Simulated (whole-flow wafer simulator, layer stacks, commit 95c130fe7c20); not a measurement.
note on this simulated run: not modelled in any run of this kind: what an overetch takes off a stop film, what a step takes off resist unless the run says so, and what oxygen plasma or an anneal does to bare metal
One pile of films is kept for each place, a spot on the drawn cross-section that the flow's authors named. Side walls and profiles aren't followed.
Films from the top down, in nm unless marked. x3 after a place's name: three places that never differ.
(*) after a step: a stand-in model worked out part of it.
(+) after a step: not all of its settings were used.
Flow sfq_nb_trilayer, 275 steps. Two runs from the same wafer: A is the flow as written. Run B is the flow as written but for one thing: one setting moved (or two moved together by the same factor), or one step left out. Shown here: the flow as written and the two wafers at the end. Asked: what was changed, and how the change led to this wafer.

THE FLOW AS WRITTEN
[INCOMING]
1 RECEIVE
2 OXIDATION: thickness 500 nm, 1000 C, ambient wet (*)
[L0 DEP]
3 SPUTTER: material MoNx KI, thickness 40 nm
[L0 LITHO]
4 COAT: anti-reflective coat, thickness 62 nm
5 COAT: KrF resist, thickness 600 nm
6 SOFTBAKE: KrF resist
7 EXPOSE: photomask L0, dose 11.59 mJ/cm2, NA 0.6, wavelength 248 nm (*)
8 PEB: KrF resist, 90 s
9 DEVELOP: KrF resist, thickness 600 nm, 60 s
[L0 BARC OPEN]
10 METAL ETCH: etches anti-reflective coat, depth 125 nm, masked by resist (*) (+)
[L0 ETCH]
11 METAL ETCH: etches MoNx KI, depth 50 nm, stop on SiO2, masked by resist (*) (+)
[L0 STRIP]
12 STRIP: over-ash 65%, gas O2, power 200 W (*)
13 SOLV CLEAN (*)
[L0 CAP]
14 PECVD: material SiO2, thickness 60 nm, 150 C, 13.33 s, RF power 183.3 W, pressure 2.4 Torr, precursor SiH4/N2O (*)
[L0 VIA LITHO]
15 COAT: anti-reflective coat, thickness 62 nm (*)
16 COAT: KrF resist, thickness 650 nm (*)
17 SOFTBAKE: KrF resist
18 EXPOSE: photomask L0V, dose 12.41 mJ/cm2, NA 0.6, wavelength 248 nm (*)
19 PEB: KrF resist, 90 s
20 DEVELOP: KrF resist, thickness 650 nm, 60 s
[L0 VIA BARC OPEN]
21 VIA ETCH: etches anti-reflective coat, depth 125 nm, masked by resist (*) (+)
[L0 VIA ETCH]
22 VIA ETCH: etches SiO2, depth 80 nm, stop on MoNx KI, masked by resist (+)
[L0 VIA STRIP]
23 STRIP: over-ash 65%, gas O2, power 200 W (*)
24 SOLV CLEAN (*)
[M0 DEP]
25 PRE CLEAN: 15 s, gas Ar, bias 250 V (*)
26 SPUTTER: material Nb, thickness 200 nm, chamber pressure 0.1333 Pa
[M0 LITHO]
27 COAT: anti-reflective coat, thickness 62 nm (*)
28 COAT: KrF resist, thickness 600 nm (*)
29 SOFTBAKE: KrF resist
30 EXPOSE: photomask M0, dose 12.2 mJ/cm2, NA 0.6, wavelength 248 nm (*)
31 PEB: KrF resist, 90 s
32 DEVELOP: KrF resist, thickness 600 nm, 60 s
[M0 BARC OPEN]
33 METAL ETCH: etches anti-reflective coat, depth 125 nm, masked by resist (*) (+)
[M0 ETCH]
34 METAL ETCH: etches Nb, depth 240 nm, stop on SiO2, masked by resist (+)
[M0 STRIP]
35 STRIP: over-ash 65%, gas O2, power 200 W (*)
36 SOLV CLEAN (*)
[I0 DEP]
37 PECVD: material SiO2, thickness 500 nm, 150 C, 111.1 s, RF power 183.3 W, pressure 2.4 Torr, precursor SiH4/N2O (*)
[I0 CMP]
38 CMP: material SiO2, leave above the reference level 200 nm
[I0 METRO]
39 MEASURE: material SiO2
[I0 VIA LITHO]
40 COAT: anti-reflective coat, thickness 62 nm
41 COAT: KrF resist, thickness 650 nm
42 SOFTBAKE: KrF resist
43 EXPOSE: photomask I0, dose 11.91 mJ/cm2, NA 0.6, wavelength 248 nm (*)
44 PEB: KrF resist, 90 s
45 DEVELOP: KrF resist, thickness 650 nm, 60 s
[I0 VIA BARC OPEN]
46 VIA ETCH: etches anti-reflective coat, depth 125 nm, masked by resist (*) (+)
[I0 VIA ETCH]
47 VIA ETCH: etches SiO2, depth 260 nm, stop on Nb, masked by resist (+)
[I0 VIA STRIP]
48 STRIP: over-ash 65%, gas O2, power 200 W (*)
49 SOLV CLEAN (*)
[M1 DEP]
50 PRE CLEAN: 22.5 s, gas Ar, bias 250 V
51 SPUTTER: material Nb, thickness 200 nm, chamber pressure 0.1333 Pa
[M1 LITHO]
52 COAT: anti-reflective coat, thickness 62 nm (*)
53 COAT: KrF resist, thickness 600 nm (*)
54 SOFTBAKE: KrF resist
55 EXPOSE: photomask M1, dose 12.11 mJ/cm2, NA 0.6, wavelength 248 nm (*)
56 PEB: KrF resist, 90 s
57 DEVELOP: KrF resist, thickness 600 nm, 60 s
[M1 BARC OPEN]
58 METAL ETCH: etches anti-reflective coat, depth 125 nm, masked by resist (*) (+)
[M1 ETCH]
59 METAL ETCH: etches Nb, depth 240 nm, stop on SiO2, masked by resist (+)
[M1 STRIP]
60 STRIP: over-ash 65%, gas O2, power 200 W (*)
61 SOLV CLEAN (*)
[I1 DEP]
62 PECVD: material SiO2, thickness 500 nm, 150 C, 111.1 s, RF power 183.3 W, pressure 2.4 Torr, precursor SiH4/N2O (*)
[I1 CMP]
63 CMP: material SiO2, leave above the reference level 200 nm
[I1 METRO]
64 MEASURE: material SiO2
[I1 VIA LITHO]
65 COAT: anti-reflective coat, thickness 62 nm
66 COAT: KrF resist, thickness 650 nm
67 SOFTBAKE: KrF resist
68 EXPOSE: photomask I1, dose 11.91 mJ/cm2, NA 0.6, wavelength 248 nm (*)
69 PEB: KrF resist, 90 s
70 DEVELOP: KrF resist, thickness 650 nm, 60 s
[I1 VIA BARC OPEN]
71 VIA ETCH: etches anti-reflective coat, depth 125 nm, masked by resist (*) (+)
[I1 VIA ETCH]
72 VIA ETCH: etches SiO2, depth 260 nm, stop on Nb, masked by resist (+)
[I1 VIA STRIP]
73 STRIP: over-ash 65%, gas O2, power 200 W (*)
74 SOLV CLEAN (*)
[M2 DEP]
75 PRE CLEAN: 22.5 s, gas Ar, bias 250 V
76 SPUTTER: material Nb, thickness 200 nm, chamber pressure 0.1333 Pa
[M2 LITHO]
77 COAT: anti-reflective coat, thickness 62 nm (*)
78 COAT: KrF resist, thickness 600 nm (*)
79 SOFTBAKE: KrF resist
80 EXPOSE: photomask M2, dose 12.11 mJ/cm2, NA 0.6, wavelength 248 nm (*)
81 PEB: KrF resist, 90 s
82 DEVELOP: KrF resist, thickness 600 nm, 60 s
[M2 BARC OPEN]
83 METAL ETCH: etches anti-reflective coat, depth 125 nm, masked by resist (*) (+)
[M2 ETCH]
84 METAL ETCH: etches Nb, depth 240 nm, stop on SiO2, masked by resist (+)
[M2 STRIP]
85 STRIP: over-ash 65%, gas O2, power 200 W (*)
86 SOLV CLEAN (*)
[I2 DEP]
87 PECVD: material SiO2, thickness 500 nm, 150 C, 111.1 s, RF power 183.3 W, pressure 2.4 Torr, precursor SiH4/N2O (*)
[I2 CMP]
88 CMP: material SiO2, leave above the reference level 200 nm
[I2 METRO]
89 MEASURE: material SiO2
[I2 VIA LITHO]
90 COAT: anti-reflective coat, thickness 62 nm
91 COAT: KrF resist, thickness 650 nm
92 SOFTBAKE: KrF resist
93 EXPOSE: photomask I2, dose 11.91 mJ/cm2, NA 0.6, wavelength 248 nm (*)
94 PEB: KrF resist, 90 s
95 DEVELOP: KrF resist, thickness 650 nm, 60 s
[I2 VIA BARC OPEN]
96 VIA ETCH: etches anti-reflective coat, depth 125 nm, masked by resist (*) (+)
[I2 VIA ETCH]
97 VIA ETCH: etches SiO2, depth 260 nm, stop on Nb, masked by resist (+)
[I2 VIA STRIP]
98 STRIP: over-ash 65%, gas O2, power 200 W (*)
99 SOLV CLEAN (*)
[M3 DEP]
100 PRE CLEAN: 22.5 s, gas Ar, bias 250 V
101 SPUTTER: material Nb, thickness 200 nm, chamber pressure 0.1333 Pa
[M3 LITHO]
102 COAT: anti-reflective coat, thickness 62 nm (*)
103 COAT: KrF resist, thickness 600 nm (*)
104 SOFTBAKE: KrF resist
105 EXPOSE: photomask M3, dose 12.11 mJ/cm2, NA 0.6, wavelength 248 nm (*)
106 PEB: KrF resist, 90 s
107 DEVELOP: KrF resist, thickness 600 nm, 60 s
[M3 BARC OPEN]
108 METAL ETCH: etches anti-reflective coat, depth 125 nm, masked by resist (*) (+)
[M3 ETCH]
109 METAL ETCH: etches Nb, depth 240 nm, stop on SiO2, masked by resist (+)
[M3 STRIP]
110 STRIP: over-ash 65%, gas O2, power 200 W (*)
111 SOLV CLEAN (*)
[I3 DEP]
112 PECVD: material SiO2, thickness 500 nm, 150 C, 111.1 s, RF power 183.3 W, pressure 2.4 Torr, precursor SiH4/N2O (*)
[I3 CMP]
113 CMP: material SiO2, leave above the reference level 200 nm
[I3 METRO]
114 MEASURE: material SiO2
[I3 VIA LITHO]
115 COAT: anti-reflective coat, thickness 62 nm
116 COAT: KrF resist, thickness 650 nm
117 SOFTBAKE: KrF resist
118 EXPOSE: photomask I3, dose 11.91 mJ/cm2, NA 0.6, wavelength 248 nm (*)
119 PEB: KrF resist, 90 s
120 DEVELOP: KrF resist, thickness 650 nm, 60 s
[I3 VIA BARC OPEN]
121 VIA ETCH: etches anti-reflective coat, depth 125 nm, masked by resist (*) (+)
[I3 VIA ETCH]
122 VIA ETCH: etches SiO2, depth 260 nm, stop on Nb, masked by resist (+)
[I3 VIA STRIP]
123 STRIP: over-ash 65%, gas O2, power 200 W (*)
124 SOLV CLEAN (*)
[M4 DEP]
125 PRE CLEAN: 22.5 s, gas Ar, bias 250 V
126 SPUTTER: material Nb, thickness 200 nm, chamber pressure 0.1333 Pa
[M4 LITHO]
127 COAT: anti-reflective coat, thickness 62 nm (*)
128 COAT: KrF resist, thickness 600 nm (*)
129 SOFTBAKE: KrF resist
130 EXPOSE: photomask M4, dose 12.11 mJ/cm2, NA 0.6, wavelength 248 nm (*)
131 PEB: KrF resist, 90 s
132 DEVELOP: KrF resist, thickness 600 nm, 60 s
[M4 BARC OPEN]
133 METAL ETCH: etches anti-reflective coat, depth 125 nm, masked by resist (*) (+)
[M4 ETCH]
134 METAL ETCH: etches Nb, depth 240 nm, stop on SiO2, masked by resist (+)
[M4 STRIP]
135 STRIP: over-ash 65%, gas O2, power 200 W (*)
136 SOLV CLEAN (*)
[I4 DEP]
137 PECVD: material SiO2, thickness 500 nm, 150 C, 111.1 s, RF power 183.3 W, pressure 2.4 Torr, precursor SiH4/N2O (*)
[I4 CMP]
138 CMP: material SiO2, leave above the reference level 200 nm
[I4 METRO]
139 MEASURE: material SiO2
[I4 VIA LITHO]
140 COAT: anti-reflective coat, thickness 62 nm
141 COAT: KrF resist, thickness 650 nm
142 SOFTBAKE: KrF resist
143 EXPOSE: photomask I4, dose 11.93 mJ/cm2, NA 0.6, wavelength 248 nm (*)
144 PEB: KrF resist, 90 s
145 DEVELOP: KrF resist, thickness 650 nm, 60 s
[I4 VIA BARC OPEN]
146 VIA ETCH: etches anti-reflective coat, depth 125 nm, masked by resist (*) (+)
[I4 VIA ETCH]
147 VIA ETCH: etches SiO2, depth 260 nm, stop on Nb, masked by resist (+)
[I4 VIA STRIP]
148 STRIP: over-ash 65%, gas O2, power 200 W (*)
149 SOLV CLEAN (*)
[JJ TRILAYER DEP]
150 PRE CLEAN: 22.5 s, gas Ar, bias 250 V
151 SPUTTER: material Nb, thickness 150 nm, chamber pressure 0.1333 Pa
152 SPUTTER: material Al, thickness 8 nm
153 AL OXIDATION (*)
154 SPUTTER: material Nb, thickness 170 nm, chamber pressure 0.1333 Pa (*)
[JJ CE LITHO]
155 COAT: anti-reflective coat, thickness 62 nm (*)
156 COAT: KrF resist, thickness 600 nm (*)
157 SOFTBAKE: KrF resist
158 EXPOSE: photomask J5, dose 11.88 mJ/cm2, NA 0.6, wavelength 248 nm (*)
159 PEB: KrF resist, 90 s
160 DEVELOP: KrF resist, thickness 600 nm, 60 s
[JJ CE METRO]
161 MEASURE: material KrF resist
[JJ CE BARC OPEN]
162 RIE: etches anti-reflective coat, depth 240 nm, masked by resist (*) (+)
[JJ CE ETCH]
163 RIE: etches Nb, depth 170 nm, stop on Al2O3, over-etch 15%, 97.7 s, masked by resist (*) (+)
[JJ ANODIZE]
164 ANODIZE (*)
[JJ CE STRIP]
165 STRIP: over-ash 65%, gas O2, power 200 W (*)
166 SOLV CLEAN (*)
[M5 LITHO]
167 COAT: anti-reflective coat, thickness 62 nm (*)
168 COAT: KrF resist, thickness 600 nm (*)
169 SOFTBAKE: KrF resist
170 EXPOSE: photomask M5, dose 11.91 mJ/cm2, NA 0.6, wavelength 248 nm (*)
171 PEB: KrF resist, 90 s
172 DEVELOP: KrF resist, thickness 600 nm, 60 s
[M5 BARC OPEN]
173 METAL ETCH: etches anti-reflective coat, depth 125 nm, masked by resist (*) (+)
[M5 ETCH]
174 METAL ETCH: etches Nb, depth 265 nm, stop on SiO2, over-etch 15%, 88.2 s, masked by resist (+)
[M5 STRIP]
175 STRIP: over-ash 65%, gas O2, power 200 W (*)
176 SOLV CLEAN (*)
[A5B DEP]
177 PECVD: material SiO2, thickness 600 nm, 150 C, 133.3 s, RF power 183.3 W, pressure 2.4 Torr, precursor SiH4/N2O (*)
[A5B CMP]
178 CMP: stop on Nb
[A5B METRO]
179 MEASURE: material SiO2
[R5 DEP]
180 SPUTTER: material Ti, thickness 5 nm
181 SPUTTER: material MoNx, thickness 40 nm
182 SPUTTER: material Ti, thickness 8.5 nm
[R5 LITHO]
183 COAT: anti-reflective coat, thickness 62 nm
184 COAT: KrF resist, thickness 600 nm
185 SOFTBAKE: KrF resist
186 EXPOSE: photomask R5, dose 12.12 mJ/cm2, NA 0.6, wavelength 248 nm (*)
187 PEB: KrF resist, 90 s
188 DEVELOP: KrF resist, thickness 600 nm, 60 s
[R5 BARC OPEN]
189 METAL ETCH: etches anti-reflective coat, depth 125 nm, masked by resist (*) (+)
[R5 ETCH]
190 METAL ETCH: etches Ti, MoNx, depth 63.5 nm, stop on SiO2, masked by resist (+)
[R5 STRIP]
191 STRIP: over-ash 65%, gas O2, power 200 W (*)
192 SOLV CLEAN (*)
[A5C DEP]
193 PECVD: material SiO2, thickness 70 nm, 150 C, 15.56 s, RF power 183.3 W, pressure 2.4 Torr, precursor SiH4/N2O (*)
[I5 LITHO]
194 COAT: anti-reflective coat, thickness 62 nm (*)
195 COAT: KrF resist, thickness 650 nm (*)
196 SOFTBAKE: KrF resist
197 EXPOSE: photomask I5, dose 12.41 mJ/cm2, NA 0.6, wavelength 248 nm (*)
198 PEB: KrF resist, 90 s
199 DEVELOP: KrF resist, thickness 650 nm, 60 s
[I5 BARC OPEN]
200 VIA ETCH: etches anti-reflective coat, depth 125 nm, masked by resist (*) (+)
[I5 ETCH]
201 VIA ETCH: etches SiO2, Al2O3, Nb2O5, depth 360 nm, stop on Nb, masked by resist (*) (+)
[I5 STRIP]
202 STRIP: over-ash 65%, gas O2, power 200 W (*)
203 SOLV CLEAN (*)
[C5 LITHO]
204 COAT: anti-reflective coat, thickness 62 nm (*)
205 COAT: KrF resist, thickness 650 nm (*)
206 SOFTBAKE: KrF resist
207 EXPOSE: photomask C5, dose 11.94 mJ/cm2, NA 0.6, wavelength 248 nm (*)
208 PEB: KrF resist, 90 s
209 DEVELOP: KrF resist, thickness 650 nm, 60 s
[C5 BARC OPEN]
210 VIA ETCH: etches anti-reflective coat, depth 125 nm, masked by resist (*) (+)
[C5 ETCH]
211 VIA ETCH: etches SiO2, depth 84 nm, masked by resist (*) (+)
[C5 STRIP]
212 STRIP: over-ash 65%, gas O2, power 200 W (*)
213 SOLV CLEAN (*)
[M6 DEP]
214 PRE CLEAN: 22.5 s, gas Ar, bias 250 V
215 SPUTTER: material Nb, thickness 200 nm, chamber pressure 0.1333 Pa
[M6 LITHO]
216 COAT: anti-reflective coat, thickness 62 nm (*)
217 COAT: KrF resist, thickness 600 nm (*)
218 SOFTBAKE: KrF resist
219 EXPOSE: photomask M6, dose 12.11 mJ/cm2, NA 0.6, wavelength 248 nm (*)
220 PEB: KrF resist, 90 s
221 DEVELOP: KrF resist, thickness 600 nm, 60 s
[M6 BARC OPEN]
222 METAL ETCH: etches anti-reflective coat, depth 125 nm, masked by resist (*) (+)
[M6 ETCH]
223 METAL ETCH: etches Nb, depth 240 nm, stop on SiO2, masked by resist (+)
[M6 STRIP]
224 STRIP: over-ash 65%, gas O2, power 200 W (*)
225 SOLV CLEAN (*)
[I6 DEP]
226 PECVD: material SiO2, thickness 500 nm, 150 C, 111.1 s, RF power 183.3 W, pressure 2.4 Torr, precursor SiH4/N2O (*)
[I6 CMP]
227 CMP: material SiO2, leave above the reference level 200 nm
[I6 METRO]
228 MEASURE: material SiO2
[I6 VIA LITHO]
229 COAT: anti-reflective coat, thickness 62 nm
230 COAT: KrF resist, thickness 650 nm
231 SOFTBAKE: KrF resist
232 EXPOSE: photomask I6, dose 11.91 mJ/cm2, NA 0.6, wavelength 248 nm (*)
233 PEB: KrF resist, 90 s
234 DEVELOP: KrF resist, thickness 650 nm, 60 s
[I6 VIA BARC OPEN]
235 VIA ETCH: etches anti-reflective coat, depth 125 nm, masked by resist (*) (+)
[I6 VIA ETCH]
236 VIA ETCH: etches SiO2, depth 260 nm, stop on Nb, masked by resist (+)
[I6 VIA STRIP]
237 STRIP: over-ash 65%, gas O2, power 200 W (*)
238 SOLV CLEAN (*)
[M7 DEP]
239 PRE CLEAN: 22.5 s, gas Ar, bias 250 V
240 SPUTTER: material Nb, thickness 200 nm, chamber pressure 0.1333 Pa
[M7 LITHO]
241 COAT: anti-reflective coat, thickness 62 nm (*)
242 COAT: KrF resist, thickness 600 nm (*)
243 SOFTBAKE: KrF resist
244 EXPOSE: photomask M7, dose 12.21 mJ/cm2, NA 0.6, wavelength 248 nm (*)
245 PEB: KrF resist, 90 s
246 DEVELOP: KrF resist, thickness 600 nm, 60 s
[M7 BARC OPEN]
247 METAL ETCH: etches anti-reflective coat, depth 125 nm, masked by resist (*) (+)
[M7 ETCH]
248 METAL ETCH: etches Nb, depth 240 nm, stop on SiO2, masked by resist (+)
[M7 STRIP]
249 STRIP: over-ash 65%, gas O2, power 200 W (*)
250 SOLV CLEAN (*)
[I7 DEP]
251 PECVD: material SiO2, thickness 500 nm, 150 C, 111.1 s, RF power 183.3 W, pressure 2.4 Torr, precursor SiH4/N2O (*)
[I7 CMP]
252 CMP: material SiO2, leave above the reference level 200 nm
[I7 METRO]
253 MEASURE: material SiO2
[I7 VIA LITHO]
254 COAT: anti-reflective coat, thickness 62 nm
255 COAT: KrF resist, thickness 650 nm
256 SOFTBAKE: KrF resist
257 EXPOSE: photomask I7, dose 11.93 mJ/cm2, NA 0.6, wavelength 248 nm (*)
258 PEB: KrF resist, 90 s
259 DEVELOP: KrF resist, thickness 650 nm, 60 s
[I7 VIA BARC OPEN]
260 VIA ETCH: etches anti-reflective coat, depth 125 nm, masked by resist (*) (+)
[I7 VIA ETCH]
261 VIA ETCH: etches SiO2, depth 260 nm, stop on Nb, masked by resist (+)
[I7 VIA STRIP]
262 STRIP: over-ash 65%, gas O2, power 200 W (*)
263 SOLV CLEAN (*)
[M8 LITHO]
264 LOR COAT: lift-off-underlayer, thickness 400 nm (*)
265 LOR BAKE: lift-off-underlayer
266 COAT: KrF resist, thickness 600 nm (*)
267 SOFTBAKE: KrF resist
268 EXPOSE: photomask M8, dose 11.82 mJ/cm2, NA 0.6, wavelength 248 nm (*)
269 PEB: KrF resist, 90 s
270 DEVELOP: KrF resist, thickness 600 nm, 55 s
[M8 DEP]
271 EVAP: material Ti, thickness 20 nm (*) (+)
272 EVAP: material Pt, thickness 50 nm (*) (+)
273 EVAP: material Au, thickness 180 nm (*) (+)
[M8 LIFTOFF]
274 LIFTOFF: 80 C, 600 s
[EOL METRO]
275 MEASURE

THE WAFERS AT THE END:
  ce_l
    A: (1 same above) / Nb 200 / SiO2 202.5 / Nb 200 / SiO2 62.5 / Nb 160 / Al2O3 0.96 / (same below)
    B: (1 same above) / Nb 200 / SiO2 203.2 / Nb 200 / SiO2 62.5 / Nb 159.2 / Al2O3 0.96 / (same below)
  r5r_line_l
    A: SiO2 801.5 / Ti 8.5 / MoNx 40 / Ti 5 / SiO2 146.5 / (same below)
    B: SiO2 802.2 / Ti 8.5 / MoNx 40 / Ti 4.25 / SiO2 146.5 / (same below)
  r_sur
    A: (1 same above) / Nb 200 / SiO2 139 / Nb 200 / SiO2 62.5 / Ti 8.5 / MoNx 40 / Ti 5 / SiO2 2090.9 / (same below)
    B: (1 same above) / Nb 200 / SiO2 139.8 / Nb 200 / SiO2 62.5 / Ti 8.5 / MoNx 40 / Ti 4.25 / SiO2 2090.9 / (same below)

The cause: step 180, SPUTTER: thickness 4.25 nm was run, where the flow has thickness 5 nm.
It can be read off the wafer: r5r_line_l has Ti 4.25, and step 180 as written asks for 5 nm.

How the change led to this, step by step:
  180 SPUTTER: material Ti, thickness 5 nm
      field_l, v_sur, via_wl and 103 more: A Ti +5 (new film) | B Ti +4.25 (new film)
  190 METAL ETCH: etches Ti, MoNx, depth 63.5 nm, stop on SiO2, masked by resist (+)
      field_l, v_sur, via_wl and 92 more: A Ti -8.5 (all of it), MoNx -40 (all of it), Ti -5 (all of it) | B Ti -8.5 (all of it), MoNx -40 (all of it), Ti -4.25 (all of it)
      ce_l, c5j, ce_r, wl_jj: A Ti -8.5 (all of it), MoNx -40 (all of it), Ti -5 (all of it), Nb -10 | B Ti -8.5 (all of it), MoNx -40 (all of it), Ti -4.25 (all of it), Nb -10.8
